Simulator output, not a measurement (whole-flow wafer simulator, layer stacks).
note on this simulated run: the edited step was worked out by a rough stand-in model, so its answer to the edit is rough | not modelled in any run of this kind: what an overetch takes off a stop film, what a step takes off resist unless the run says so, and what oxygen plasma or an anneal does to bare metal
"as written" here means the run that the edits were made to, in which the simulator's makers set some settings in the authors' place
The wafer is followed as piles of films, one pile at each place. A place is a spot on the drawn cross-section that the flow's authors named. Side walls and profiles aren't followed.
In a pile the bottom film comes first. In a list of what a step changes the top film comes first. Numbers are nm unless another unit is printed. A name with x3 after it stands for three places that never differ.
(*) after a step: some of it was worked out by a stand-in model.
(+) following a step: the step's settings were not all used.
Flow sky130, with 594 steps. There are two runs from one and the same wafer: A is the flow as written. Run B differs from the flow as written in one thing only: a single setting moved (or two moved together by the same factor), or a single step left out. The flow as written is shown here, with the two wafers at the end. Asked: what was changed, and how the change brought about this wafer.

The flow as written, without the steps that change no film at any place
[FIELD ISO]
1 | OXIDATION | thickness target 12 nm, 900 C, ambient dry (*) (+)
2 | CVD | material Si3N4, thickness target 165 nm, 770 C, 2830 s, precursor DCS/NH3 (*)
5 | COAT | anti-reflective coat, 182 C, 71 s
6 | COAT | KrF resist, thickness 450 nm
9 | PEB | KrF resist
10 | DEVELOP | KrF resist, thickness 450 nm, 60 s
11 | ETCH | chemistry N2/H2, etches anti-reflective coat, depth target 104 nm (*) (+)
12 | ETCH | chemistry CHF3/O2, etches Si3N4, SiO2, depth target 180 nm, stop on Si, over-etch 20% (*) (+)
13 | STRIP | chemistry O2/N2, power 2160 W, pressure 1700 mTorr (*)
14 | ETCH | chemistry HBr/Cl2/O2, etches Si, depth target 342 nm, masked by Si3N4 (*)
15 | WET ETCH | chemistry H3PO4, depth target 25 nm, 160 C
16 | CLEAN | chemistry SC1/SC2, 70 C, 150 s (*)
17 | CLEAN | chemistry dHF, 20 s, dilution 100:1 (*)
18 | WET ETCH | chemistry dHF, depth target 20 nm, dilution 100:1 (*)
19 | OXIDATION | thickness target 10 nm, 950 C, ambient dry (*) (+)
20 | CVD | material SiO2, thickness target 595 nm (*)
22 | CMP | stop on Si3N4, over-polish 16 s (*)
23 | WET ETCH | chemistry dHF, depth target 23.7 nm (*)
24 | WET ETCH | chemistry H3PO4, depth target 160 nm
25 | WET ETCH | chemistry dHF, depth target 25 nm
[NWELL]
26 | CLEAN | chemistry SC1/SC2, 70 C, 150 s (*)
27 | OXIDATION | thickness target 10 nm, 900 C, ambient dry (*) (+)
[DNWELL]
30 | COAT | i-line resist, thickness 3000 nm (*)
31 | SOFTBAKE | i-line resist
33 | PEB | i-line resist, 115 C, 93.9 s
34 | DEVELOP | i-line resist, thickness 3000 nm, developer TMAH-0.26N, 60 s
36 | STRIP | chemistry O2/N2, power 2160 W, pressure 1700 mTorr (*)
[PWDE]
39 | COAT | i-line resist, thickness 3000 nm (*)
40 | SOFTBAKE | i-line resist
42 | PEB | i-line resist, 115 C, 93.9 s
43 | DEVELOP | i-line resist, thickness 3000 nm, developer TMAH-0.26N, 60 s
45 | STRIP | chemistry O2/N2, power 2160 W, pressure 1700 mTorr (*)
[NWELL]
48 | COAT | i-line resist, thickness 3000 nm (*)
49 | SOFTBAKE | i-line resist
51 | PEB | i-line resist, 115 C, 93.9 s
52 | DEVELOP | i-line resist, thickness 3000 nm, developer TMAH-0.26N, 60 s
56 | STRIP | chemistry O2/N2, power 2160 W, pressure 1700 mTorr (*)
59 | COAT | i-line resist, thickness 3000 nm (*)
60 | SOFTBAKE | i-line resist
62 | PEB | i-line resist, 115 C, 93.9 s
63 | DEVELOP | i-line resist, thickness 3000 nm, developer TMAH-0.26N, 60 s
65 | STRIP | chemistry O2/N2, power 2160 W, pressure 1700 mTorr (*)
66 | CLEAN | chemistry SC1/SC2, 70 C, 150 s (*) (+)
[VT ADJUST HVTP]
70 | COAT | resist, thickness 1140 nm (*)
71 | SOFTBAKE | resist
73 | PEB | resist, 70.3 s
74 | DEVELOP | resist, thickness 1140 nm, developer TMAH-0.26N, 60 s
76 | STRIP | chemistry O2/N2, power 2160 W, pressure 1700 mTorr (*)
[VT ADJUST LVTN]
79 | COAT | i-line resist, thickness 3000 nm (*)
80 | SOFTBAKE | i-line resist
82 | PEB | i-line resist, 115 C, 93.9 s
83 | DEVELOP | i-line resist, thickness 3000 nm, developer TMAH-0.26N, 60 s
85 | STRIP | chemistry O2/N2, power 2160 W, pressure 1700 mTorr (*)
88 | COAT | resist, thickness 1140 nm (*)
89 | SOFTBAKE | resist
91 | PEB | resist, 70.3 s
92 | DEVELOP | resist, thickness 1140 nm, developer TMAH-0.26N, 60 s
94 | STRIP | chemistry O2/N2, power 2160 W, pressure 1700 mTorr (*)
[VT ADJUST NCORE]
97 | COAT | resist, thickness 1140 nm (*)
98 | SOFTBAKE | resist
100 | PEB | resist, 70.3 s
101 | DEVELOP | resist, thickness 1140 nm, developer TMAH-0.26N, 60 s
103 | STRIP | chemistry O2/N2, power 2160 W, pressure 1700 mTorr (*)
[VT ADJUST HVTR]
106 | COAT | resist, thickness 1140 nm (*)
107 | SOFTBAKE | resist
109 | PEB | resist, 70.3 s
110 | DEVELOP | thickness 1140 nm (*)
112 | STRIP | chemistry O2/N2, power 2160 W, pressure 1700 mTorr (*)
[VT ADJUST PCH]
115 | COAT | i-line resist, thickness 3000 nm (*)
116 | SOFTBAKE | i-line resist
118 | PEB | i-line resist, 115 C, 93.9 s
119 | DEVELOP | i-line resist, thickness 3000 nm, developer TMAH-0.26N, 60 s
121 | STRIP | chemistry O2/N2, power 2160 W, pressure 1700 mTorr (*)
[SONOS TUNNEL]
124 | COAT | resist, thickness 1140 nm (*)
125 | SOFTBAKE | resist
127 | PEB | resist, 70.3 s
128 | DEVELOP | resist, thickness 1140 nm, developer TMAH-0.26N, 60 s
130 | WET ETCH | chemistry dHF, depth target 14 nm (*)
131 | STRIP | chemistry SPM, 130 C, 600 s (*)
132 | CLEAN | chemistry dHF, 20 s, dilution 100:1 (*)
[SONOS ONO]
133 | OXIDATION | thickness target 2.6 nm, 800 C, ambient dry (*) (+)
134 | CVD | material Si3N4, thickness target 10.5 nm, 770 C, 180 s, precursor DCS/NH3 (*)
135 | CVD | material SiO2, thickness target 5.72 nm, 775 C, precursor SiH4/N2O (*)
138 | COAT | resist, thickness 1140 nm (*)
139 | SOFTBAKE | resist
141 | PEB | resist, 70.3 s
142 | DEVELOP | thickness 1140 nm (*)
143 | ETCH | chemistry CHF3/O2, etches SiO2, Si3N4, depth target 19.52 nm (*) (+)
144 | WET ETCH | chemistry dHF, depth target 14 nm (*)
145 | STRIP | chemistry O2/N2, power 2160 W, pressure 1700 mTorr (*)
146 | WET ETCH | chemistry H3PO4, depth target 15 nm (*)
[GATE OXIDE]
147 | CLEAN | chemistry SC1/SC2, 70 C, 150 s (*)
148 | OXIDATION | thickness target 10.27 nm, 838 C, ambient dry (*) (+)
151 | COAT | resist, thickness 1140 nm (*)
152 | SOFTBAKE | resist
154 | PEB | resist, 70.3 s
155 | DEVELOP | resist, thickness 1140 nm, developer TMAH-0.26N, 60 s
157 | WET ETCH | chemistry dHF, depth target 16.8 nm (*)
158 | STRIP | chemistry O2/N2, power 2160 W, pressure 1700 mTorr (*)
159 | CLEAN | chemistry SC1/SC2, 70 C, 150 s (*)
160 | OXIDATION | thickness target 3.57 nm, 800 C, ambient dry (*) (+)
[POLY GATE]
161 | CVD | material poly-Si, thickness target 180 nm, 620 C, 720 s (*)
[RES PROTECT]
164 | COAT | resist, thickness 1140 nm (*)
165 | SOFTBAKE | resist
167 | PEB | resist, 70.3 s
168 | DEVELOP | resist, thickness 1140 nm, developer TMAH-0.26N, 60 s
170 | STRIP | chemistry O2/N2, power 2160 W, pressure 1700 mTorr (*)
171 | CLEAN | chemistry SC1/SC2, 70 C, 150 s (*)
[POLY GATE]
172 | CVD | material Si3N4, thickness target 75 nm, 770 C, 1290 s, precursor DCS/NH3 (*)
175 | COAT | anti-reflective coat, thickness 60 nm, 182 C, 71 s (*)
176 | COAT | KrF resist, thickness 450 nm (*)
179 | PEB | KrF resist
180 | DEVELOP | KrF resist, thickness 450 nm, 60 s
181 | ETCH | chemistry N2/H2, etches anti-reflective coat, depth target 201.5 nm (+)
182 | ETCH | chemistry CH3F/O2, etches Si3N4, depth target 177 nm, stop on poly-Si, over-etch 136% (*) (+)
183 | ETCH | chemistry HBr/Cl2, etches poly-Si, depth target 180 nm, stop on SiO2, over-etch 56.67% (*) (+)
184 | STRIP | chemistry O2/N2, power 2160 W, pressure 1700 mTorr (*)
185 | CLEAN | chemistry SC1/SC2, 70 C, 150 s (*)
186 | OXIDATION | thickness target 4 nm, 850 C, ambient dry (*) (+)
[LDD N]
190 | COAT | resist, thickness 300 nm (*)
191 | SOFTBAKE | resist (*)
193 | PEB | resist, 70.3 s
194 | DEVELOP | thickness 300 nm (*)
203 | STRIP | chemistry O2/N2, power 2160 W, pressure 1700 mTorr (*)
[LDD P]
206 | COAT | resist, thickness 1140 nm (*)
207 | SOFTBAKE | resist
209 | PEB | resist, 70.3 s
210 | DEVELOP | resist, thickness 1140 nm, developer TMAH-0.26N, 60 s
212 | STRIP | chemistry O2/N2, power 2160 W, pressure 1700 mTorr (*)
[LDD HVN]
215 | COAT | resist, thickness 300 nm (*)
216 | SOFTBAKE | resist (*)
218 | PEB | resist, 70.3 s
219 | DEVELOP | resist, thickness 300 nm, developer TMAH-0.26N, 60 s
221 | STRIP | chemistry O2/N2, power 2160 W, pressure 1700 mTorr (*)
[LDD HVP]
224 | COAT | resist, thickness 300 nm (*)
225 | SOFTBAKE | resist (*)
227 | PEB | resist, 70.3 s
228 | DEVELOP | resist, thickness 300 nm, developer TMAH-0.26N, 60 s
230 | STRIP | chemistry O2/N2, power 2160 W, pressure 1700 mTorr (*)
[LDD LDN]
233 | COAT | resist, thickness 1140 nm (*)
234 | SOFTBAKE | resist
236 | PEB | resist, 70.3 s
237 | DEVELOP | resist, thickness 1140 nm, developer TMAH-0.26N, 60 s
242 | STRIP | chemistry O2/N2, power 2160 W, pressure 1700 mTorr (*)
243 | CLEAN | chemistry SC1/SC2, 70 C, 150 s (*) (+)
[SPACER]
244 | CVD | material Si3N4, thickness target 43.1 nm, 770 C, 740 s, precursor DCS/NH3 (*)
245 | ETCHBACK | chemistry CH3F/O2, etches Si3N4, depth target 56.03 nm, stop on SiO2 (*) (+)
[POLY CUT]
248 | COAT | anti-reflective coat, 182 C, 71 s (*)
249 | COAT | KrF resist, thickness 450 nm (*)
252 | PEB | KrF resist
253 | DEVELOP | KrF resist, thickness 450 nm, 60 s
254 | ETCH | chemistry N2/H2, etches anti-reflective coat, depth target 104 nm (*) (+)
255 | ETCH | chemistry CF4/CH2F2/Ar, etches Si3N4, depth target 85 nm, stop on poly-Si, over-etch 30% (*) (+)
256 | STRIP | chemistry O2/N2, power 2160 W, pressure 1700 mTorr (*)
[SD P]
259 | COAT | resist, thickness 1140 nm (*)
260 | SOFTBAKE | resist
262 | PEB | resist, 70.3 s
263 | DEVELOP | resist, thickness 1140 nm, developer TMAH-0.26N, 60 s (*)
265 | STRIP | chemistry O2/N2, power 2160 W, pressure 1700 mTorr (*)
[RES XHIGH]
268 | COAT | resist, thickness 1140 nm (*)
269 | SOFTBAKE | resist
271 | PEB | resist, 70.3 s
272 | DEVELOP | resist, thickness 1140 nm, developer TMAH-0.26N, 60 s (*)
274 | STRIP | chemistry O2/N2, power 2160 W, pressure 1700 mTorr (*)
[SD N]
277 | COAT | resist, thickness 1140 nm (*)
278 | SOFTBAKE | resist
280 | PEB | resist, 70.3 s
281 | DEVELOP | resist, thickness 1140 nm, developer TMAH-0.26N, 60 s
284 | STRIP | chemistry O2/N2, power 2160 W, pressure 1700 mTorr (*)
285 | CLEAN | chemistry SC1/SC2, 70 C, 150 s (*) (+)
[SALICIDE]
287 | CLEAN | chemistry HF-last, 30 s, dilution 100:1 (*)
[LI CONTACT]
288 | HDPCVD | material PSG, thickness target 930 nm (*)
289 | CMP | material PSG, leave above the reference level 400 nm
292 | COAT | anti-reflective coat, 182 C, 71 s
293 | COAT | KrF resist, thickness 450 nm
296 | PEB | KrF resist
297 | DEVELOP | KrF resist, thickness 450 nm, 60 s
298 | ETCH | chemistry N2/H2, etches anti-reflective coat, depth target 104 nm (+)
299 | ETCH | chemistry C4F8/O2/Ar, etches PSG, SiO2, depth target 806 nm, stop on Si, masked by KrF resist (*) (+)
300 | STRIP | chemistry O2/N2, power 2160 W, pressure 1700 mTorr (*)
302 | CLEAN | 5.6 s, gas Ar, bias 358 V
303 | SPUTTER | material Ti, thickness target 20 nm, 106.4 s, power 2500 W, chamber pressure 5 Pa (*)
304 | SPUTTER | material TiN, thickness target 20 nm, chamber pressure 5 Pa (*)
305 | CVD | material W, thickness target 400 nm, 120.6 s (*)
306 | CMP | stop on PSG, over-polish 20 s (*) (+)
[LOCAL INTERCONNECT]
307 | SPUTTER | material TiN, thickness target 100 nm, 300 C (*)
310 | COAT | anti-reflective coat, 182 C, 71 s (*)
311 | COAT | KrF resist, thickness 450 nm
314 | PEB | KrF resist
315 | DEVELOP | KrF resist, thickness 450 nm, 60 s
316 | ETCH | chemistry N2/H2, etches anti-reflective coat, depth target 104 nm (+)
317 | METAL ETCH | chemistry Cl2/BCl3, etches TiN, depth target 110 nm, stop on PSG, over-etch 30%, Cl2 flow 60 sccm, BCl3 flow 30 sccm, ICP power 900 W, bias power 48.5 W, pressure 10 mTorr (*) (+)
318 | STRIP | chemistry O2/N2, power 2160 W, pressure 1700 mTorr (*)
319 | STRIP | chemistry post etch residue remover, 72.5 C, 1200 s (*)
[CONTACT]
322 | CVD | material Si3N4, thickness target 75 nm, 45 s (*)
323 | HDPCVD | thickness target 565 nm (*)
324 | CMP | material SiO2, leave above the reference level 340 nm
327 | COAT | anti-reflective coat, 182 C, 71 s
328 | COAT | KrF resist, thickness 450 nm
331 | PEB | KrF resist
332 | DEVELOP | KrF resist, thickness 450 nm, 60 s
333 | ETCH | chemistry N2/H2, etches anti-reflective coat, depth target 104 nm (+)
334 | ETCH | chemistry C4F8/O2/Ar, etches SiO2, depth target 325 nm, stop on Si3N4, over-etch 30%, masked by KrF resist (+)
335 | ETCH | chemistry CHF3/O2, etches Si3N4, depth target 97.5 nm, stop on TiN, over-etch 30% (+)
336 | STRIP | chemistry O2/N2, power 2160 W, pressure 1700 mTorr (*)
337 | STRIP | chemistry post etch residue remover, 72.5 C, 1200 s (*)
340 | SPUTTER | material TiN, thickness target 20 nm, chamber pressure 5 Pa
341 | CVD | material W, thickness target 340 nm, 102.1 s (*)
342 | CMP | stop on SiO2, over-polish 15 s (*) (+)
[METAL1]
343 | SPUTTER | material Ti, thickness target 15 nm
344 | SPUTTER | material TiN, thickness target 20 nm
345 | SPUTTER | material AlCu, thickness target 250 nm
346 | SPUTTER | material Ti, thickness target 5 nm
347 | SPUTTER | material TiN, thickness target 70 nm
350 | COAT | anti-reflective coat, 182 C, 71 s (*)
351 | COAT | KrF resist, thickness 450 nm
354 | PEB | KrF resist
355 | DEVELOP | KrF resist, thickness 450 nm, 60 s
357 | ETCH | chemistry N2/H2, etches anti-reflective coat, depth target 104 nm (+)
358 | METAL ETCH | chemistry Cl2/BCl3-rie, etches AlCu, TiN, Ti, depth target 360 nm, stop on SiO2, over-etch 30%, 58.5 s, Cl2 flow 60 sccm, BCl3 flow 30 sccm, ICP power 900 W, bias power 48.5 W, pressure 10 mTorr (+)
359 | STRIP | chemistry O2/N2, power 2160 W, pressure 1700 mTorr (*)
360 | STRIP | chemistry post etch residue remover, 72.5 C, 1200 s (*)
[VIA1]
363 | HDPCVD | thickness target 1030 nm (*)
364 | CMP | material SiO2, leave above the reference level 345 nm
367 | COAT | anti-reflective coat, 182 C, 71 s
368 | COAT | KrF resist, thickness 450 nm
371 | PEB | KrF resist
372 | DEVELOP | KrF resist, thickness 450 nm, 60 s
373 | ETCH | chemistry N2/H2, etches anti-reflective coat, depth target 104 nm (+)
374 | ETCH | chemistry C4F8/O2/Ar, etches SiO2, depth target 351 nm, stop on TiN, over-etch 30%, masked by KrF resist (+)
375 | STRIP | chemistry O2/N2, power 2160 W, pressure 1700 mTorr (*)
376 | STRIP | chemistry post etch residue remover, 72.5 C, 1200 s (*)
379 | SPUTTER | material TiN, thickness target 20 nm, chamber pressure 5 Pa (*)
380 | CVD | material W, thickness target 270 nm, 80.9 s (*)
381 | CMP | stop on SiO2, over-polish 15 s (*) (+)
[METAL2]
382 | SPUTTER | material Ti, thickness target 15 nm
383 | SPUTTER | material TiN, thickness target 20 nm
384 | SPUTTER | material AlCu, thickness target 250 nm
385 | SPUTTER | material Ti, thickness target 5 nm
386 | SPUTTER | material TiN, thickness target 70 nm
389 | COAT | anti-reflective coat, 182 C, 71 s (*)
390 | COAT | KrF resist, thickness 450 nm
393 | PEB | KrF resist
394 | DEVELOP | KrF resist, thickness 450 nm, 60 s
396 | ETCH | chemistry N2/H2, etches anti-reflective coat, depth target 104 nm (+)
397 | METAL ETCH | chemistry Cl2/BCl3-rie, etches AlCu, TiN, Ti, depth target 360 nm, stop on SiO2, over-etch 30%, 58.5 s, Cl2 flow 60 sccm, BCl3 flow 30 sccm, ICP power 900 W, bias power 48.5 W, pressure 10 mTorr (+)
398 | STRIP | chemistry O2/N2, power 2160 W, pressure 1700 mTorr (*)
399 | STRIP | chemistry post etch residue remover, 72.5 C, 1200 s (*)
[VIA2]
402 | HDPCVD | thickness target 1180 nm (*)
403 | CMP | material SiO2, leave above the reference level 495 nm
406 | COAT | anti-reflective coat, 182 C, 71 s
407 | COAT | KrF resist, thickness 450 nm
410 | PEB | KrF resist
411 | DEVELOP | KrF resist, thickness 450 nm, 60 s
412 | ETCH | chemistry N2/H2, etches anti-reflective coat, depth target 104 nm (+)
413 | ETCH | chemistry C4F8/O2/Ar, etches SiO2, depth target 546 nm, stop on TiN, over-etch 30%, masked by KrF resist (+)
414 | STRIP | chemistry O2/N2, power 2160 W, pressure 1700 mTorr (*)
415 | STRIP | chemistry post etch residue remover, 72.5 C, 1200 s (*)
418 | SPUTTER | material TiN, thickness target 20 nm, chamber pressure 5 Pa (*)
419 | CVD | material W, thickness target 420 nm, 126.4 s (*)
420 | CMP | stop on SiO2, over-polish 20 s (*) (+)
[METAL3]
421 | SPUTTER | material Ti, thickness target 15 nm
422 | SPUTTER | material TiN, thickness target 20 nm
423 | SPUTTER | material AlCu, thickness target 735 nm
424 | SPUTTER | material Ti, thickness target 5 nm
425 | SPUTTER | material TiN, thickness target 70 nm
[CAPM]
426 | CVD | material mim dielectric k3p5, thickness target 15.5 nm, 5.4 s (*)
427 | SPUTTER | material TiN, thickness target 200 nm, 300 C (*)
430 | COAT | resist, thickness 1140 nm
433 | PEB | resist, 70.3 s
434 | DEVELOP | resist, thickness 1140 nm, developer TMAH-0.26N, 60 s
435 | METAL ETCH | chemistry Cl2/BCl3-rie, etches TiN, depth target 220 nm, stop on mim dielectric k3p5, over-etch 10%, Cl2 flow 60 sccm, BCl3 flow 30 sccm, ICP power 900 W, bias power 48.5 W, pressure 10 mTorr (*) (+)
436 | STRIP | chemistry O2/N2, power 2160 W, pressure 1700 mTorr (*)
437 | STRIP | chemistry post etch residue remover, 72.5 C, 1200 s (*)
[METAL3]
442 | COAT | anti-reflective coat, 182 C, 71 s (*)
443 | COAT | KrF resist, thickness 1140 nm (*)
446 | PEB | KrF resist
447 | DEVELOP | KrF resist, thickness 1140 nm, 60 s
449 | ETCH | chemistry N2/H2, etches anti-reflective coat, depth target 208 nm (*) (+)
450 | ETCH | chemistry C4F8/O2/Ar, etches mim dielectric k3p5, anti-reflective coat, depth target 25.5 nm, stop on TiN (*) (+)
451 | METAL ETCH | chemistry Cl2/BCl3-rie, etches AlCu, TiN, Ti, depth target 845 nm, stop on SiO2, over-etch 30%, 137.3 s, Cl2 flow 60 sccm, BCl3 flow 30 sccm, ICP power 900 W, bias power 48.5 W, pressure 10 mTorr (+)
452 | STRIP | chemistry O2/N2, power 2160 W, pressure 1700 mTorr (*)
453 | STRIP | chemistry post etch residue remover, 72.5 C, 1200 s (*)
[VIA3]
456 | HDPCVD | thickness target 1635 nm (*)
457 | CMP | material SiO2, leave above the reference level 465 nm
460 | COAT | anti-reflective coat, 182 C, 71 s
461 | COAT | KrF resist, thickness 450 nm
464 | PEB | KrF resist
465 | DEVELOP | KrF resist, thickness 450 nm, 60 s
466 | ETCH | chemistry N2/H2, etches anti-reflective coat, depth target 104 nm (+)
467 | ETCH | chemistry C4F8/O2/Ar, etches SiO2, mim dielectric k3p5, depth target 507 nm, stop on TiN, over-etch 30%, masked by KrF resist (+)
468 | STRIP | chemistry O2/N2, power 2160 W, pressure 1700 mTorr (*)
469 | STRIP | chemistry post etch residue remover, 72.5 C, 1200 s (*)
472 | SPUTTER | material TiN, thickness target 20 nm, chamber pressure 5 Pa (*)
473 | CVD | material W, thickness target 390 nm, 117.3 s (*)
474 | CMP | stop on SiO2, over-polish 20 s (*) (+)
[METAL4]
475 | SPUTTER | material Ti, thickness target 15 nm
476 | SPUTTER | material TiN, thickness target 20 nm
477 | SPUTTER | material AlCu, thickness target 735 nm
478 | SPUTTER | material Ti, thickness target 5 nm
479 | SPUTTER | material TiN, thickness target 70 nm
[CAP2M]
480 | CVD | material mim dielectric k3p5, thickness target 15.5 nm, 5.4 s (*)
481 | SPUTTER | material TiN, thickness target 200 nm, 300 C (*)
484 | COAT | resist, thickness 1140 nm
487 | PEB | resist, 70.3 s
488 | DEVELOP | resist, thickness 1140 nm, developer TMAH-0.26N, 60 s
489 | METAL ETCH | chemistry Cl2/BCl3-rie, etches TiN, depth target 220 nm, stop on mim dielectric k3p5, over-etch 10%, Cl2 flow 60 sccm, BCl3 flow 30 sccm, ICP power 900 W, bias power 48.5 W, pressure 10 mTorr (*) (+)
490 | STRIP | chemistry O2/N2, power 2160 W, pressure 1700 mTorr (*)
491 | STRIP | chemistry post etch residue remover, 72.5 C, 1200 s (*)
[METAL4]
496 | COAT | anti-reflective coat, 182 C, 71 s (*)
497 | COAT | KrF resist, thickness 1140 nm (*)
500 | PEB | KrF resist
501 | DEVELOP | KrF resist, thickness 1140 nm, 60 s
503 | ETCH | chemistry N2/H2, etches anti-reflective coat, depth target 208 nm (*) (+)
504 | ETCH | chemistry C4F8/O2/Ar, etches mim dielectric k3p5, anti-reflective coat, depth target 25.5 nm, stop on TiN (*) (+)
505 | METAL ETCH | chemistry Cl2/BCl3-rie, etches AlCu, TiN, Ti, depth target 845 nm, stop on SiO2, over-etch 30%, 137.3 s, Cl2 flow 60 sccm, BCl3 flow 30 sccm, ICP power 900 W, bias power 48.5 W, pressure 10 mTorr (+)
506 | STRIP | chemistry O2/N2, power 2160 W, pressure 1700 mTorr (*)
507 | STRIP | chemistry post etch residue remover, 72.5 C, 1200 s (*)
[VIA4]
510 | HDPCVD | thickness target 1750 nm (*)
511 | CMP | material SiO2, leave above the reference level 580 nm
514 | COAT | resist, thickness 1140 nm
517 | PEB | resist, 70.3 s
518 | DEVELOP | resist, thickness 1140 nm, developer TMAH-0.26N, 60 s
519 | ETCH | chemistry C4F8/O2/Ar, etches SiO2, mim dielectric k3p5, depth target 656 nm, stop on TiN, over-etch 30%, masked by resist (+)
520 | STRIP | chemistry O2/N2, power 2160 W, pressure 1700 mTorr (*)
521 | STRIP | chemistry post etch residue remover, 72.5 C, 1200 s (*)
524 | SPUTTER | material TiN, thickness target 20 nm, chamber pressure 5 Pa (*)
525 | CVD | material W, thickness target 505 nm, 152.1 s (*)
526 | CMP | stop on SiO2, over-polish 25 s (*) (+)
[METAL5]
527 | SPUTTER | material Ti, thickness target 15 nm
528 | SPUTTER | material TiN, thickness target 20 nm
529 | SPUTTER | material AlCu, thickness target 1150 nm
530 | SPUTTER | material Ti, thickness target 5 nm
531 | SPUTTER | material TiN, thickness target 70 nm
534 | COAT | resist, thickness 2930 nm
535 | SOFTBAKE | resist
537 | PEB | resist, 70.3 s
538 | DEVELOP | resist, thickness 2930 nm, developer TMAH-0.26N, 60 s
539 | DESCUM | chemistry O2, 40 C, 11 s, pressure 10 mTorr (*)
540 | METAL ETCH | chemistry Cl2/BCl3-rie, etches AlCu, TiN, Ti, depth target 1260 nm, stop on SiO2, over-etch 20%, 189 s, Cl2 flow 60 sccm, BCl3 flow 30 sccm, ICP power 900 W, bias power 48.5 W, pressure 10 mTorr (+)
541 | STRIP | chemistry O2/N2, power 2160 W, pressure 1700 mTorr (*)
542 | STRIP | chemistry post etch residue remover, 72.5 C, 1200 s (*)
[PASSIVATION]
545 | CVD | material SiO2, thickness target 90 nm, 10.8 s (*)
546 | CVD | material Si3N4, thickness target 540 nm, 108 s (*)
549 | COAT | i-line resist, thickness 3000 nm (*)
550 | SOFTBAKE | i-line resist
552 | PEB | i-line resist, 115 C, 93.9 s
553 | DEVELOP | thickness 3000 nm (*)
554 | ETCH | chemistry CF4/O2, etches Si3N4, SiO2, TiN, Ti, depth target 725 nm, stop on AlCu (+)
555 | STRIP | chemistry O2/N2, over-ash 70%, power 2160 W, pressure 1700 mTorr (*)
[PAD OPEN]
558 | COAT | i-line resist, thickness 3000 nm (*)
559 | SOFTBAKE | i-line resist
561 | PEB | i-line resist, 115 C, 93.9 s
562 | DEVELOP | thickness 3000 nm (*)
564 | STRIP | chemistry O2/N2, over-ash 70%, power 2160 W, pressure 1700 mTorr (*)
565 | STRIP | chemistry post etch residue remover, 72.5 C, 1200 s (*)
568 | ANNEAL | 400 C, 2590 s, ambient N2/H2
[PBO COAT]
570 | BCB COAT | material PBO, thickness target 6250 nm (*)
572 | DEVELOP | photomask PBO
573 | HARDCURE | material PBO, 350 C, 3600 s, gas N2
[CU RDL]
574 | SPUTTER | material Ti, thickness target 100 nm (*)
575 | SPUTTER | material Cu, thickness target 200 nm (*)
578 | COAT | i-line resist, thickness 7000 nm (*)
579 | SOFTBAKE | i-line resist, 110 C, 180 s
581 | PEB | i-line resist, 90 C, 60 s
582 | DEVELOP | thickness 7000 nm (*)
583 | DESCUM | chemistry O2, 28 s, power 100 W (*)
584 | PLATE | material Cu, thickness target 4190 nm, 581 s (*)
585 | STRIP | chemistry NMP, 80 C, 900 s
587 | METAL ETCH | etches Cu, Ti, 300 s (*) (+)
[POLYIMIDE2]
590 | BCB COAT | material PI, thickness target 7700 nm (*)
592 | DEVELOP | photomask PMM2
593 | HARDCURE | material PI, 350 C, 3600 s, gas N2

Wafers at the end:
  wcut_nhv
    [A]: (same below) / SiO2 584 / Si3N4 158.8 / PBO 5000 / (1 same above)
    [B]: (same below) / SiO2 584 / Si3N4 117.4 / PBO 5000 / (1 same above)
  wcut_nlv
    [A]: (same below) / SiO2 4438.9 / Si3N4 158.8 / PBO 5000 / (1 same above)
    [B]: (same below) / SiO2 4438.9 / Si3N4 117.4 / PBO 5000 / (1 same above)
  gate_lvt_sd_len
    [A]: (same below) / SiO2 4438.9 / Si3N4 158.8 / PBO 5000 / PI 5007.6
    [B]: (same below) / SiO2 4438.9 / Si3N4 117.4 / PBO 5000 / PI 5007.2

The reason: step 546, CVD: thickness target 400 nm was run, whereas the flow has thickness target 540 nm; step 546, CVD: 79.9 s was run, where the flow has 108 s.

The path from the change to this, step by step:
  546 | CVD | material Si3N4, thickness target 540 nm, 108 s (*)
      field, active, n_well and 190 more: A +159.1 Si3N4 (new film) | B +117.8 Si3N4 (new film)
  550 | SOFTBAKE | i-line resist
      active: A +12 i-line resist | B +11.2 i-line resist
      gate: A -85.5 i-line resist | B -82.9 i-line resist
      (and at 55 other places as well)
  554 | ETCH | chemistry CF4/O2, etches Si3N4, SiO2, TiN, Ti, depth target 725 nm, stop on AlCu (+)
      field, active, n_well and 189 more: A -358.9 i-line resist | B -317.5 i-line resist
      pad: A -159.1 Si3N4 (all of it), -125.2 SiO2 (all of it), -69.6 TiN (all of it), -5 Ti (all of it) | B -117.8 Si3N4 (all of it), -125.2 SiO2 (all of it), -69.6 TiN (all of it), -5 Ti (all of it)
  555 | STRIP | chemistry O2/N2, over-ash 70%, power 2160 W, pressure 1700 mTorr (*)
      n_well, p_well, sd_n, sd_p: A -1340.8 i-line resist (all of it) | B -1382.2 i-line resist (all of it)
      m1: A -1364.1 i-line resist (all of it) | B -1403.7 i-line resist (all of it)
      (and at 8 other places as well)
  558 | COAT | i-line resist, thickness 3000 nm (*)
      pad: A +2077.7 i-line resist (new film) | B +2036.1 i-line resist (new film)
  559 | SOFTBAKE | i-line resist
      field: A +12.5 i-line resist | B +11.7 i-line resist
      active: A +12 i-line resist | B +11.2 i-line resist
      (and at 62 other places as well)
  561 | PEB | i-line resist, 115 C, 93.9 s
      pad: A -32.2 i-line resist | B -31.5 i-line resist
  578 | COAT | i-line resist, thickness 7000 nm (*)
      pad: A +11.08 um i-line resist (new film) | B +11.04 um i-line resist (new film)
  579 | SOFTBAKE | i-line resist, 110 C, 180 s
      mim: A -16.8 i-line resist | B -16.2 i-line resist
      iso_guard__w1: A -16.6 i-line resist | B -16 i-line resist
      (and at 23 other places as well)
  582 | DEVELOP | thickness 7000 nm (*)
      pad: A -11.08 um i-line resist (all of it) | B -11.04 um i-line resist (all of it)
